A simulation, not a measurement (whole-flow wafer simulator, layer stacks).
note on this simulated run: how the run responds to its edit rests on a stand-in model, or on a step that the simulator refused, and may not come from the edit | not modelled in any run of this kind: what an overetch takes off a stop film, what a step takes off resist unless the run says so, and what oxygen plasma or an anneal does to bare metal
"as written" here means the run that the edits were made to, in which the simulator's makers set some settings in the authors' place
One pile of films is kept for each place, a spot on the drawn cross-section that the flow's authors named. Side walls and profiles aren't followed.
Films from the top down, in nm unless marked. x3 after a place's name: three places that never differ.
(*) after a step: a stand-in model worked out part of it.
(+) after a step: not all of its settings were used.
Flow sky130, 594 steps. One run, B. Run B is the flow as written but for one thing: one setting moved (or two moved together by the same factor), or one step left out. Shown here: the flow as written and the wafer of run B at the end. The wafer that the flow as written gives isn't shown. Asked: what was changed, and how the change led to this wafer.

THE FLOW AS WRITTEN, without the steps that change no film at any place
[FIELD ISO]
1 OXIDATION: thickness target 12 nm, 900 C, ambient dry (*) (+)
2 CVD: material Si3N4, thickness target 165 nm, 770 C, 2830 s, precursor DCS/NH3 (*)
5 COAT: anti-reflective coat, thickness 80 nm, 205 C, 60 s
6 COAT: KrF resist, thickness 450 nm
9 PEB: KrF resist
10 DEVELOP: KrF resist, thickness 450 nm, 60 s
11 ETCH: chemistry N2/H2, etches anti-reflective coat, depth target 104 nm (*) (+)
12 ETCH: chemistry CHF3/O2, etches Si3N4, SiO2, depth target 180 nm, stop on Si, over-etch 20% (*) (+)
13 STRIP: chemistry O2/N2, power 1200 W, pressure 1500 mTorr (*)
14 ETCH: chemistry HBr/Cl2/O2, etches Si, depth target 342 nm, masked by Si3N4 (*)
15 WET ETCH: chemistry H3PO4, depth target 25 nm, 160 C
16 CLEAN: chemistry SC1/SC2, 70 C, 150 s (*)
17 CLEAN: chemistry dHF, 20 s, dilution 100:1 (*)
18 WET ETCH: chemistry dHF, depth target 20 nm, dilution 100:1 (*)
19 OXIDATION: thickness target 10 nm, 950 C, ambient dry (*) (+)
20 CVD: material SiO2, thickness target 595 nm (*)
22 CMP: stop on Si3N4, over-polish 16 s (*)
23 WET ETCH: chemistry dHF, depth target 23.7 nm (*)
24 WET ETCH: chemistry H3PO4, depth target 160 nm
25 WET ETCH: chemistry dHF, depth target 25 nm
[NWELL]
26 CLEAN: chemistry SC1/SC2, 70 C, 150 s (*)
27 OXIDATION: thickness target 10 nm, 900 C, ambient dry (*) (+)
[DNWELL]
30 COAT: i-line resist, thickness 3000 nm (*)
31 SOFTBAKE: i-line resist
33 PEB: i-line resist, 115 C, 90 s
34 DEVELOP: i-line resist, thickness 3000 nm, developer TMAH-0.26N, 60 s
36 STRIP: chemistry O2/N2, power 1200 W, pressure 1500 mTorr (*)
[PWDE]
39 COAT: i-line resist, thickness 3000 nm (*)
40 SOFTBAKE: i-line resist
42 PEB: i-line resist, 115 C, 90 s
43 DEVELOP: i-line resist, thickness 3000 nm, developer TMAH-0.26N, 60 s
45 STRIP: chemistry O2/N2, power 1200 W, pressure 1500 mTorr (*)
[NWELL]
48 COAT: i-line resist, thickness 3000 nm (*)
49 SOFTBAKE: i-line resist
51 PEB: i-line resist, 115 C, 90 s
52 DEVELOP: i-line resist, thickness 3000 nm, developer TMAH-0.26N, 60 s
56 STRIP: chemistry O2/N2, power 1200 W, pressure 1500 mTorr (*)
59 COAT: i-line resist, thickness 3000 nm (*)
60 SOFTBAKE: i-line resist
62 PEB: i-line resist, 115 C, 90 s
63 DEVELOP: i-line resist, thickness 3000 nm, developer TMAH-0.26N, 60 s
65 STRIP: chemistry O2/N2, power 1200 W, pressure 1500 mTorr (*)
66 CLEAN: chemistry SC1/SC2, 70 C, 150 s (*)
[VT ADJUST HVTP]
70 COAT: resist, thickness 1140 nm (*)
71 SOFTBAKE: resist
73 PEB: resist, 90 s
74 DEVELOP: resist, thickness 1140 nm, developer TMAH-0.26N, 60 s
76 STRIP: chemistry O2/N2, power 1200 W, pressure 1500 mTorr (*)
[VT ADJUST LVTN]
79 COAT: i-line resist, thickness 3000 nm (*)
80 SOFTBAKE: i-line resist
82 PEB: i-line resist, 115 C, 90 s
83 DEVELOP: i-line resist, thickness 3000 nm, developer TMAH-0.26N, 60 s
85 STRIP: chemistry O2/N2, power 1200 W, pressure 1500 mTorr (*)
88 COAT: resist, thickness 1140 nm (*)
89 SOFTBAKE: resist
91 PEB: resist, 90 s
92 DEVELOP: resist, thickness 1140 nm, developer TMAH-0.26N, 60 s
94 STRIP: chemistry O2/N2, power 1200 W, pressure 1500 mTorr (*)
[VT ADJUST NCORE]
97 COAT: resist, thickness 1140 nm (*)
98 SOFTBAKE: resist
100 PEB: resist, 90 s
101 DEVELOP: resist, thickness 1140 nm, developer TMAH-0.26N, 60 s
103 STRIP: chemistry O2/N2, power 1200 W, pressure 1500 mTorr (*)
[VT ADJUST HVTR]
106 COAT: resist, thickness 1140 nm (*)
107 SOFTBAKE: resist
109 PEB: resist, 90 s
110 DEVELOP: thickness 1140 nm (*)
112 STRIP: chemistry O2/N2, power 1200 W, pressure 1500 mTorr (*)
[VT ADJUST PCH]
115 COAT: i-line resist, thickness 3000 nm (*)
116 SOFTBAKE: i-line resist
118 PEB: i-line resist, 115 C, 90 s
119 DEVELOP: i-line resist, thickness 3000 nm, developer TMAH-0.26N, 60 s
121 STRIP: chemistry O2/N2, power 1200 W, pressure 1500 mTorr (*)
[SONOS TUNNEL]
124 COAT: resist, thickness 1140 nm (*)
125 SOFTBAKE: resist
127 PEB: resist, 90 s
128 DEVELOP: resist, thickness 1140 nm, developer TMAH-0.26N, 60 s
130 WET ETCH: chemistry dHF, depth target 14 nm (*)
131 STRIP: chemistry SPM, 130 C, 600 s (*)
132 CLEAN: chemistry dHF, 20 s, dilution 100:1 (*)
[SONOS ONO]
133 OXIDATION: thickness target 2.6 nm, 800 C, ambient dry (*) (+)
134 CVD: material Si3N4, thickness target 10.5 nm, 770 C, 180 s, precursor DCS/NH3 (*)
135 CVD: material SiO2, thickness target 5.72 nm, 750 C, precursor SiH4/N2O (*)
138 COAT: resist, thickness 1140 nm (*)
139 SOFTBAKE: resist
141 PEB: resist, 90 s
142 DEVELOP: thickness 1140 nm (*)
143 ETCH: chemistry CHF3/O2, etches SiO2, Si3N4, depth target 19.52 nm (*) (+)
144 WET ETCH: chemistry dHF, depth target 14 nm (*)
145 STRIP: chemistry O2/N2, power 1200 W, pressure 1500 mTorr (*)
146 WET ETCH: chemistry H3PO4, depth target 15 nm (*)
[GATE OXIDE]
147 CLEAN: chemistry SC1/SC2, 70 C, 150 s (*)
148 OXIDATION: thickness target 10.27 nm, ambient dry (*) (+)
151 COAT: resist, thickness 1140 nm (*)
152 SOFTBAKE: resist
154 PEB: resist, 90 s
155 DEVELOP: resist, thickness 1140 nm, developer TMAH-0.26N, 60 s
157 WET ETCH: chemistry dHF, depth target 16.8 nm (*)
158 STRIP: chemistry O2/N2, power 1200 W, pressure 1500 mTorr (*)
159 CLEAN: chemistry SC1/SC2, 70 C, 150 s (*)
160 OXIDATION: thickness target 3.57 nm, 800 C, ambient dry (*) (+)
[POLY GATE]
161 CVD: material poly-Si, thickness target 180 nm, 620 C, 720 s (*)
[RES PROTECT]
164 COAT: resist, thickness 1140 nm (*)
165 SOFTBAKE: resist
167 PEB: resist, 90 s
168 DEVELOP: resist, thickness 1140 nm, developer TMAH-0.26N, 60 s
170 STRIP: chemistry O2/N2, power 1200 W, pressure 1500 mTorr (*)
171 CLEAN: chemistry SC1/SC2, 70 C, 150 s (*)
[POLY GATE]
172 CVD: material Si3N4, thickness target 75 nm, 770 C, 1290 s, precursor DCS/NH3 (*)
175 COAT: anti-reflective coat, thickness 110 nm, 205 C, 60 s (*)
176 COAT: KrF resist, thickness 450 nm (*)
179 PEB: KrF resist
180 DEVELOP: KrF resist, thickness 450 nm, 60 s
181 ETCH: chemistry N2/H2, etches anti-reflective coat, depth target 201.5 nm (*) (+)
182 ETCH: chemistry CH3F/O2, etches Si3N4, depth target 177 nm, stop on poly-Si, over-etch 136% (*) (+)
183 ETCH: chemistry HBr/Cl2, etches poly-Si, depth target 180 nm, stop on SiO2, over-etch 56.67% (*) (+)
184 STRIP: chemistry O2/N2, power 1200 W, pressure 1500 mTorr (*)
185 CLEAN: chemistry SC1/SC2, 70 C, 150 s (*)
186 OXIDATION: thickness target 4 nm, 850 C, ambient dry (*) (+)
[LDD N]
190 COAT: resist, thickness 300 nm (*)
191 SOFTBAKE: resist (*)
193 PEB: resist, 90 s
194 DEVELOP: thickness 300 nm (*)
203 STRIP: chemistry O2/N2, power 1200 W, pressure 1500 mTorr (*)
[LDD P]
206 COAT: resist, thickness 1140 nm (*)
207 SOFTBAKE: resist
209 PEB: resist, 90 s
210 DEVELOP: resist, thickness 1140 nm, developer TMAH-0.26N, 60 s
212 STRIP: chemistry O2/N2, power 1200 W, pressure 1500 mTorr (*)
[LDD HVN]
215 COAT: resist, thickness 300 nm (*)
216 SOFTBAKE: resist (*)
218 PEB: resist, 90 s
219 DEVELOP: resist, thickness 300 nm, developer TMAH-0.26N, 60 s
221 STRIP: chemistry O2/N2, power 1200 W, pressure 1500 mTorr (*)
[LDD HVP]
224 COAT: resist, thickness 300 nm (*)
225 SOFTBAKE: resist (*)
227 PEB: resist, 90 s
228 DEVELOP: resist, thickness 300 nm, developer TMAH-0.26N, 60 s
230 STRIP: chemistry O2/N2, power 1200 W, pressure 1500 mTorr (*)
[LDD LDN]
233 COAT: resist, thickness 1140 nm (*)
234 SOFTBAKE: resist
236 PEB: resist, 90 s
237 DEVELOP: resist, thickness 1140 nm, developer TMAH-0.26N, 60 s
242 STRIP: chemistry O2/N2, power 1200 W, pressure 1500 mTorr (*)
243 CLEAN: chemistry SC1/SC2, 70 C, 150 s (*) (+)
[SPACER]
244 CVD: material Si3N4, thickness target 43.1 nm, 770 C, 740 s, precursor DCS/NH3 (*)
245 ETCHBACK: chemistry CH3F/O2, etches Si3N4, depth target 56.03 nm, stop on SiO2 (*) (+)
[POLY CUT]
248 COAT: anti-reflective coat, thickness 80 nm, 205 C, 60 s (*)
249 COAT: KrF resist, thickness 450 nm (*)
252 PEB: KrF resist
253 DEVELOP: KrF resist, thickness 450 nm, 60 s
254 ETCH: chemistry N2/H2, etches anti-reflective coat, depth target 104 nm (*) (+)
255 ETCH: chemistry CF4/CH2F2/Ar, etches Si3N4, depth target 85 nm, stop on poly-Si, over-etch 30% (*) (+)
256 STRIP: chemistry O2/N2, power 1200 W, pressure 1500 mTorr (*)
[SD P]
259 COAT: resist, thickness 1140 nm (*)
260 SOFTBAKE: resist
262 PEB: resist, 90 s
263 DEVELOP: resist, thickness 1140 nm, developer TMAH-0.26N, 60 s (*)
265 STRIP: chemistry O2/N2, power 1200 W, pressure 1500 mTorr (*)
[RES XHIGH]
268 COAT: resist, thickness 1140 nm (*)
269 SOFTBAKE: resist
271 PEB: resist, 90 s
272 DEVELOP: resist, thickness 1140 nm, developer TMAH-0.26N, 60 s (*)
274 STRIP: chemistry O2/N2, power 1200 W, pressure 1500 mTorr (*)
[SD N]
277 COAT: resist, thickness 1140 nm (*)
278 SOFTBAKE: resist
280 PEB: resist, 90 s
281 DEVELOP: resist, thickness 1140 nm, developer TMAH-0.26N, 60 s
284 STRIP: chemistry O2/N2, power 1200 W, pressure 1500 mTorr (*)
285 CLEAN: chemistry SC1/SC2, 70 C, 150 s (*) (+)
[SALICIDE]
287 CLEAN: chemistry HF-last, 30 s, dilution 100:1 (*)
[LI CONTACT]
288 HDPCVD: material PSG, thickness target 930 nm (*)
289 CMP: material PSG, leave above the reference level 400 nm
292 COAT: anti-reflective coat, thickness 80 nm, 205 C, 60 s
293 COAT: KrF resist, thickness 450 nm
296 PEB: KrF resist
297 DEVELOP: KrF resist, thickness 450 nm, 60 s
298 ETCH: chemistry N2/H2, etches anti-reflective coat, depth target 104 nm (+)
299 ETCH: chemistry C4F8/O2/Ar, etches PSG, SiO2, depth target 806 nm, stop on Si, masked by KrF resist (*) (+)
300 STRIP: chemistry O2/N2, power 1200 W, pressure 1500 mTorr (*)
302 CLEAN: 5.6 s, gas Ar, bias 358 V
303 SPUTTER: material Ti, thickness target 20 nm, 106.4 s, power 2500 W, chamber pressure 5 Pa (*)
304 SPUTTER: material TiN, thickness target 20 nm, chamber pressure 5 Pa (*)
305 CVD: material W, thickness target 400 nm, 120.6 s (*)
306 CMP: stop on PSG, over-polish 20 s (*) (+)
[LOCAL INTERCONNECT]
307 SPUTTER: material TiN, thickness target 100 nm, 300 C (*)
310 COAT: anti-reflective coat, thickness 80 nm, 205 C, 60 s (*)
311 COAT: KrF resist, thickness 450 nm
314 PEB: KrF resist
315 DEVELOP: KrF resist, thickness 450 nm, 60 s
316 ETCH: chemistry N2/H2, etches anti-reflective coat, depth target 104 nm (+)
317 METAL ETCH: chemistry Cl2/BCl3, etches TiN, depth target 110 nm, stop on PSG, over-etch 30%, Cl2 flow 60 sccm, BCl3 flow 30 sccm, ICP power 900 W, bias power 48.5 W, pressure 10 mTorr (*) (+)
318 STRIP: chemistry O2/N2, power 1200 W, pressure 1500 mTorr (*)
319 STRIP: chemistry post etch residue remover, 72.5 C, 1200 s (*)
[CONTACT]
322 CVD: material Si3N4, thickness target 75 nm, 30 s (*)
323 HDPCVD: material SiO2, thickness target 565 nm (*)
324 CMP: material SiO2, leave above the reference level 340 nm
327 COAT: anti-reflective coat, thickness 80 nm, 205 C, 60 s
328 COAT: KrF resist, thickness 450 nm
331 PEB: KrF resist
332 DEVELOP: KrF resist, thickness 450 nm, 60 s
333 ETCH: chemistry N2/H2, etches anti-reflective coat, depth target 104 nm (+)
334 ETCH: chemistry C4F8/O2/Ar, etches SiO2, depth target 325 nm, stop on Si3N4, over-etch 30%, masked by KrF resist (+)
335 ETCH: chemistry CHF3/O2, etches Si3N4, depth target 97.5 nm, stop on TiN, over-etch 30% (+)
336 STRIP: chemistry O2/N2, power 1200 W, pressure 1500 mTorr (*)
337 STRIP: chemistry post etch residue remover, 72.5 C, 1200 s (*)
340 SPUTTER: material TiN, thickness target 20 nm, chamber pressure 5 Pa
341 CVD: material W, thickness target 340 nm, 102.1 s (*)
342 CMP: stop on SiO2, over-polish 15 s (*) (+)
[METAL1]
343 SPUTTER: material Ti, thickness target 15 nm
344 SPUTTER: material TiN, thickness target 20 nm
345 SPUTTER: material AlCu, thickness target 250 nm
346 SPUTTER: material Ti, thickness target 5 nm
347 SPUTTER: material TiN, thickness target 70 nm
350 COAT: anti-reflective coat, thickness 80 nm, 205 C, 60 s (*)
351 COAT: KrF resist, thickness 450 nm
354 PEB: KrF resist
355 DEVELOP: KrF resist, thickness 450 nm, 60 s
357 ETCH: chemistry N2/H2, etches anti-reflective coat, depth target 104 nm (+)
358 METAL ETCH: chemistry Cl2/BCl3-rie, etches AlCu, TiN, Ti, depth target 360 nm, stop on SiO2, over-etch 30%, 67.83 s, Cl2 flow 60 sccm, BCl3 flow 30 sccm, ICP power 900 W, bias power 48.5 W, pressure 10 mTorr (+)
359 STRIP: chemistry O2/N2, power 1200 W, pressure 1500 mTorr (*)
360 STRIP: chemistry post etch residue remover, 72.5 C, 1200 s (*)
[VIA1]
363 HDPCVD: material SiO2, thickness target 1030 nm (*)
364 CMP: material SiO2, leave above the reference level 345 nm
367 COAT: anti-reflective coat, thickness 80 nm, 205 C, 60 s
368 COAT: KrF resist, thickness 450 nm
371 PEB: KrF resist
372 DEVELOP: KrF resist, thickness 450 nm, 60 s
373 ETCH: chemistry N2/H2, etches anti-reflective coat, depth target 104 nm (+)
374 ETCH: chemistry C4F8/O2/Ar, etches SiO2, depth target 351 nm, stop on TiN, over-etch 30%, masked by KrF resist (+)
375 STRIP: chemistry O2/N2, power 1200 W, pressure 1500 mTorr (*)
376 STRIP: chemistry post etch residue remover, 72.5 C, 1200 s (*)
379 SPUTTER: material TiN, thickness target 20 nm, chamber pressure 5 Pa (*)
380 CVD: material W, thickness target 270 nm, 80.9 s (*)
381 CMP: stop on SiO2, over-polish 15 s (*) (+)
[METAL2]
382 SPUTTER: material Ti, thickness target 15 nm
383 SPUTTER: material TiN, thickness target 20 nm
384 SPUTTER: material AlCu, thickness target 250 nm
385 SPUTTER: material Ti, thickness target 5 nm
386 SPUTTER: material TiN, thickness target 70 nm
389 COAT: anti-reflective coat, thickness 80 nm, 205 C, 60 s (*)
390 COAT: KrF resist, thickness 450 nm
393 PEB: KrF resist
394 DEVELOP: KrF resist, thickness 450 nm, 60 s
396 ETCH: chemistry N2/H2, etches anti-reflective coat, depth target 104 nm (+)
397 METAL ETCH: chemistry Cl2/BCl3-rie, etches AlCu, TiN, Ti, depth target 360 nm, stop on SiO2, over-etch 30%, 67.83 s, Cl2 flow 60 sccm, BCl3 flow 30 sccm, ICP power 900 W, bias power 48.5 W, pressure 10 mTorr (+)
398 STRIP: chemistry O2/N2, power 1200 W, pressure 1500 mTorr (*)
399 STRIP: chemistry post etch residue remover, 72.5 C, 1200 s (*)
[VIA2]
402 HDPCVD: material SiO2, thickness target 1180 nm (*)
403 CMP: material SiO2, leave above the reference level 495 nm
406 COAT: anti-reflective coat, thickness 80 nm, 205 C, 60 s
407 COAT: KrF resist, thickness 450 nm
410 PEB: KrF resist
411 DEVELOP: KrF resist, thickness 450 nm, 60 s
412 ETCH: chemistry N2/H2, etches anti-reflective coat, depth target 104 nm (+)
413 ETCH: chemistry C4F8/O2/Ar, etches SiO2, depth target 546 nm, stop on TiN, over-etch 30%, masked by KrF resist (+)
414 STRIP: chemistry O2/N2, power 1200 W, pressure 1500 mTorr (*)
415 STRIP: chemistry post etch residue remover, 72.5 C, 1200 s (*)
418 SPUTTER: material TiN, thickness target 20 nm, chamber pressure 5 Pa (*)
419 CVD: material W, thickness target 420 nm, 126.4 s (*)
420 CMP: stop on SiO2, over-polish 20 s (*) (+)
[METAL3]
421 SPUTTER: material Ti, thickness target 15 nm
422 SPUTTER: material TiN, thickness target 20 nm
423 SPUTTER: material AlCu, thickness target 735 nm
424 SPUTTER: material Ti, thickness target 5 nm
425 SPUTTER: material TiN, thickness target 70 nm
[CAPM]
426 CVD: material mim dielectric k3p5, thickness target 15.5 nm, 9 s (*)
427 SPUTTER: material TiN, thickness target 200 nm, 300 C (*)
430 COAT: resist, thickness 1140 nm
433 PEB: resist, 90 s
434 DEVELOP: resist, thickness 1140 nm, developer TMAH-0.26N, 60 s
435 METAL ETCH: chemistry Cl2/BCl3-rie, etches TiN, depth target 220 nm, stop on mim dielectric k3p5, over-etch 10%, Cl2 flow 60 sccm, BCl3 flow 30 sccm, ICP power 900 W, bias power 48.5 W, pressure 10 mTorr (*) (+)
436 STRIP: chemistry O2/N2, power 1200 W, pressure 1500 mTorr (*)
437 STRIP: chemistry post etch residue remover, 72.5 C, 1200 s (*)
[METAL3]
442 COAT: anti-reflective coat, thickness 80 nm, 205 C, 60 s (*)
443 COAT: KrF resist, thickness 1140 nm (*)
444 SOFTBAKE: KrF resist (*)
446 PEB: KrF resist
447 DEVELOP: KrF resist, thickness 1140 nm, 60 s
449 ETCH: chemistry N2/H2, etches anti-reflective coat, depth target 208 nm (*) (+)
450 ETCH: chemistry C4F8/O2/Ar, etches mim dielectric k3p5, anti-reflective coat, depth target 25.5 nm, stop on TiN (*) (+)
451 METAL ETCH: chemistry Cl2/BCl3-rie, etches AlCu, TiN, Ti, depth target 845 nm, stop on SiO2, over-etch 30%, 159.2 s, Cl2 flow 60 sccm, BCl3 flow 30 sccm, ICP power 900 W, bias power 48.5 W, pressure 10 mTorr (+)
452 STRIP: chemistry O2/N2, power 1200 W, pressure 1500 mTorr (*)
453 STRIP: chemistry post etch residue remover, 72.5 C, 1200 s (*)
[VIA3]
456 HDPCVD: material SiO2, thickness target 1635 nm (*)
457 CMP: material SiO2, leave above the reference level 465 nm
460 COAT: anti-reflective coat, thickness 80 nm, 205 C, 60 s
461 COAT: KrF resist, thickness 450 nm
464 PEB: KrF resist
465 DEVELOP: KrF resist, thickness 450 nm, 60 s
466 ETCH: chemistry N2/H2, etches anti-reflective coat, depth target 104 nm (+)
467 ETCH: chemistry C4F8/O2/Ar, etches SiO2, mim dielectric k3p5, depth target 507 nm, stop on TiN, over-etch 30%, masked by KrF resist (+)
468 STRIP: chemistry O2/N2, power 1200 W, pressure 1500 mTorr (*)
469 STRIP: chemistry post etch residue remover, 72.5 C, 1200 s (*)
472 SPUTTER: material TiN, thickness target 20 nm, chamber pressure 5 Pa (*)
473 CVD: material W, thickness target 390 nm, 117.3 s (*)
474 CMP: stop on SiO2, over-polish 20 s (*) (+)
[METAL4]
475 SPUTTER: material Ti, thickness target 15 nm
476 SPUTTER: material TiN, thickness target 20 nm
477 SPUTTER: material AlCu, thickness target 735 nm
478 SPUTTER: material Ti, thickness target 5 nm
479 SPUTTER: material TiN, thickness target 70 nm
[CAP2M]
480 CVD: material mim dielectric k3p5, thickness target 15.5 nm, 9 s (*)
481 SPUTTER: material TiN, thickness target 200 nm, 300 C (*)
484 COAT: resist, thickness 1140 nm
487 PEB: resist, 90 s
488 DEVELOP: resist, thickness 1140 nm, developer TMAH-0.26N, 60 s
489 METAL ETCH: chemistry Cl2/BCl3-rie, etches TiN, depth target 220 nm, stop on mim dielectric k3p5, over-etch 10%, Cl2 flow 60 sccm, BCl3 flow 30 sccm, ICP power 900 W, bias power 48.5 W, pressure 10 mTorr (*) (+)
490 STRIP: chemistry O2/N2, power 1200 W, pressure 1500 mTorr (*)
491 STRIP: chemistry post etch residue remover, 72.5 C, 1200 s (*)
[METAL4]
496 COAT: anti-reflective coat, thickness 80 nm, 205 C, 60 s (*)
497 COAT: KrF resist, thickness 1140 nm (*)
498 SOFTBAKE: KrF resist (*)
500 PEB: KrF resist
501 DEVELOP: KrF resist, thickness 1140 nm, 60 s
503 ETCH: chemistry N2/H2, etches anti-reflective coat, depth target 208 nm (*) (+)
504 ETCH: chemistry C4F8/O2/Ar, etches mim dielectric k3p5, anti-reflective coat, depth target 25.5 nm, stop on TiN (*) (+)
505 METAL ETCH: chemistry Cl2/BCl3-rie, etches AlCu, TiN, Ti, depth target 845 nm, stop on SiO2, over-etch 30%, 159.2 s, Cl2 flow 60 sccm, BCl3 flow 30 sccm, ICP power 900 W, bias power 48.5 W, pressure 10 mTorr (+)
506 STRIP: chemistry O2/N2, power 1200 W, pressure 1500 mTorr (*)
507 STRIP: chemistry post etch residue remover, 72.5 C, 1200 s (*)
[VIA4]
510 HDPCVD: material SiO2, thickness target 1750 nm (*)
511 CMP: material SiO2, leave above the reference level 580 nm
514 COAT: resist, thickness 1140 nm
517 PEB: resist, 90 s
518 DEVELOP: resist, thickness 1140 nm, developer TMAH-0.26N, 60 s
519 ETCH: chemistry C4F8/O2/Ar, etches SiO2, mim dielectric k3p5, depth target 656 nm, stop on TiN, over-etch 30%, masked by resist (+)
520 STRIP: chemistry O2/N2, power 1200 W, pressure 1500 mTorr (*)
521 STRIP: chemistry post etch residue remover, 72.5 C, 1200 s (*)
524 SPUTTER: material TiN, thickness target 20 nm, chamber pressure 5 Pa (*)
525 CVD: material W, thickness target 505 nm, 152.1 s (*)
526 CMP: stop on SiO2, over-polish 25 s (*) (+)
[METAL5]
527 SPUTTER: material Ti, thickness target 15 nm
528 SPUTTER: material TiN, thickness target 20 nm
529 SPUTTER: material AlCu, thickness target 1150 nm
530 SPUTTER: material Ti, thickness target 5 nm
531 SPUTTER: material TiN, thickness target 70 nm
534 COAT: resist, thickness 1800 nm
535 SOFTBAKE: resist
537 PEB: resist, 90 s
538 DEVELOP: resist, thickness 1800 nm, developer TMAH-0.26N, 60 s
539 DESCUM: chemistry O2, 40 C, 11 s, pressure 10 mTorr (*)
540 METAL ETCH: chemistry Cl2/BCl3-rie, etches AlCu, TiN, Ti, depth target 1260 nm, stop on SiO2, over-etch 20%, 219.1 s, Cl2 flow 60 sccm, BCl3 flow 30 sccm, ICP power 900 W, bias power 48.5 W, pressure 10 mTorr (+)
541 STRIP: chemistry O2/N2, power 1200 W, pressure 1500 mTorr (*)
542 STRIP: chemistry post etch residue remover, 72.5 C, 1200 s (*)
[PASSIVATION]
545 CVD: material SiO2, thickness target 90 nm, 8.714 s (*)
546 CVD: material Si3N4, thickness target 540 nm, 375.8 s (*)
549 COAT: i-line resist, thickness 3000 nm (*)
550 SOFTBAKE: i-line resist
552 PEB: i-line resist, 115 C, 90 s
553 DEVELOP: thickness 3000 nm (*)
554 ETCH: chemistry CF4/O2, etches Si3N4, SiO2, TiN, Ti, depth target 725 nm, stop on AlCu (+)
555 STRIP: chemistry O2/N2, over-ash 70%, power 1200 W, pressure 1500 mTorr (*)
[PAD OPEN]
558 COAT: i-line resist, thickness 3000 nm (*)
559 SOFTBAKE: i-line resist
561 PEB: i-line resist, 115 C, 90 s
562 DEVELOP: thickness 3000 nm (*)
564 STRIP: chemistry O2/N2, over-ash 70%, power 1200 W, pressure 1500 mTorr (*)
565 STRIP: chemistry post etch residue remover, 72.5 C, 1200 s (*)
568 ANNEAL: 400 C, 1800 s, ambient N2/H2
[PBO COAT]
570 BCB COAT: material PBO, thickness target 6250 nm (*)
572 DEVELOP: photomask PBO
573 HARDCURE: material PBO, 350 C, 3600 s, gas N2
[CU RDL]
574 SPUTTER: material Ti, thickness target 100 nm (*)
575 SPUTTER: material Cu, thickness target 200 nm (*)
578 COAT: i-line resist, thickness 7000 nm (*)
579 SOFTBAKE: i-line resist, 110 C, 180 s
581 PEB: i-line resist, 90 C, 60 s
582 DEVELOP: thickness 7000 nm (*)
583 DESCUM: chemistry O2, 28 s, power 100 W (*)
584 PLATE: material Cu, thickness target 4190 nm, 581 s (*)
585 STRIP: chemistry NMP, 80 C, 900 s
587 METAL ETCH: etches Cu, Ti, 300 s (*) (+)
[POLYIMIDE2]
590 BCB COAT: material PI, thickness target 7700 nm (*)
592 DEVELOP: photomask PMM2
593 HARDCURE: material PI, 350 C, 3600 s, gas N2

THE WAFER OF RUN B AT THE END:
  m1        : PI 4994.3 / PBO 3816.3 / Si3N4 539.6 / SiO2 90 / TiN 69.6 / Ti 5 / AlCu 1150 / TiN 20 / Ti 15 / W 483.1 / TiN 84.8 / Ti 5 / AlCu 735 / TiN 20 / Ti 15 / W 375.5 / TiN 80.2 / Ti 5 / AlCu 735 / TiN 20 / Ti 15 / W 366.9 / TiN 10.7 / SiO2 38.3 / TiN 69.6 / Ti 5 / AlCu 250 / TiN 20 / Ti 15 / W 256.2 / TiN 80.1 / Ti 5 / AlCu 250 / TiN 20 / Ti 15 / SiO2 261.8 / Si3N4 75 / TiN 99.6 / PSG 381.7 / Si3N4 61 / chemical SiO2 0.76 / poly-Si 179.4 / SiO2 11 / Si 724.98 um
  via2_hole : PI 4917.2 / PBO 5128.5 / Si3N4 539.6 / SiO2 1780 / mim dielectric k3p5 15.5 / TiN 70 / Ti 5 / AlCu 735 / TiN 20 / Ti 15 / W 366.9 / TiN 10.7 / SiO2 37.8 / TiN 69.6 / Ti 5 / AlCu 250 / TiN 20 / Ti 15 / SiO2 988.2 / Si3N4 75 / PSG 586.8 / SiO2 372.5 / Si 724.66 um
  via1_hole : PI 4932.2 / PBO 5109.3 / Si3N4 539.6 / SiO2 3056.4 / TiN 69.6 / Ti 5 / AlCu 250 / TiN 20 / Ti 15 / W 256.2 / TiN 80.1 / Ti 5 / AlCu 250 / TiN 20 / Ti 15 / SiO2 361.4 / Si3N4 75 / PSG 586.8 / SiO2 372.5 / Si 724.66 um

The cause: step 413, ETCH: depth target 382 nm was run, where the flow has depth target 546 nm.

How the change led to this, step by step:
  413 ETCH: chemistry C4F8/O2/Ar, etches SiO2, depth target 546 nm, stop on TiN, over-etch 30%, masked by KrF resist (+)
      m1: SiO2 -382 (as written it would be: SiO2 -420.3 (all of it))
      via2_hole: SiO2 -382 (as written it would be: SiO2 -419.8 (all of it))
      (and at 189 more places)
  414 STRIP: chemistry O2/N2, power 1200 W, pressure 1500 mTorr (*)
      field, active, n_well and 186 more: KrF resist -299 (all of it), anti-reflective coat -80 (all of it) (as written it would be: KrF resist -266.2 (all of it), anti-reflective coat -80 (all of it))
  418 SPUTTER: material TiN, thickness target 20 nm, chamber pressure 5 Pa (*)
      m1, via2_hole: TiN +10.7 (new film) (as written it would be: TiN +10.2)
  419 CVD: material W, thickness target 420 nm, 126.4 s (*)
      m1: W +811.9 (new film) (as written it would be: W +851.1 (new film))
      via2_hole: W +811.9 (new film) (as written it would be: W +850.7 (new film))
Counting metal films that touch as one body, m1 has 3 bodies (between them, from the top down: SiO2 38.3; SiO2 261.8 / Si3N4 75); the flow as written gives 2 bodies (between them, from the top down: SiO2 261.8 / Si3N4 75).
Counting metal films that touch as one body, via2_hole has 2 bodies (between them, from the top down: SiO2 37.8); the flow as written gives 1 body.
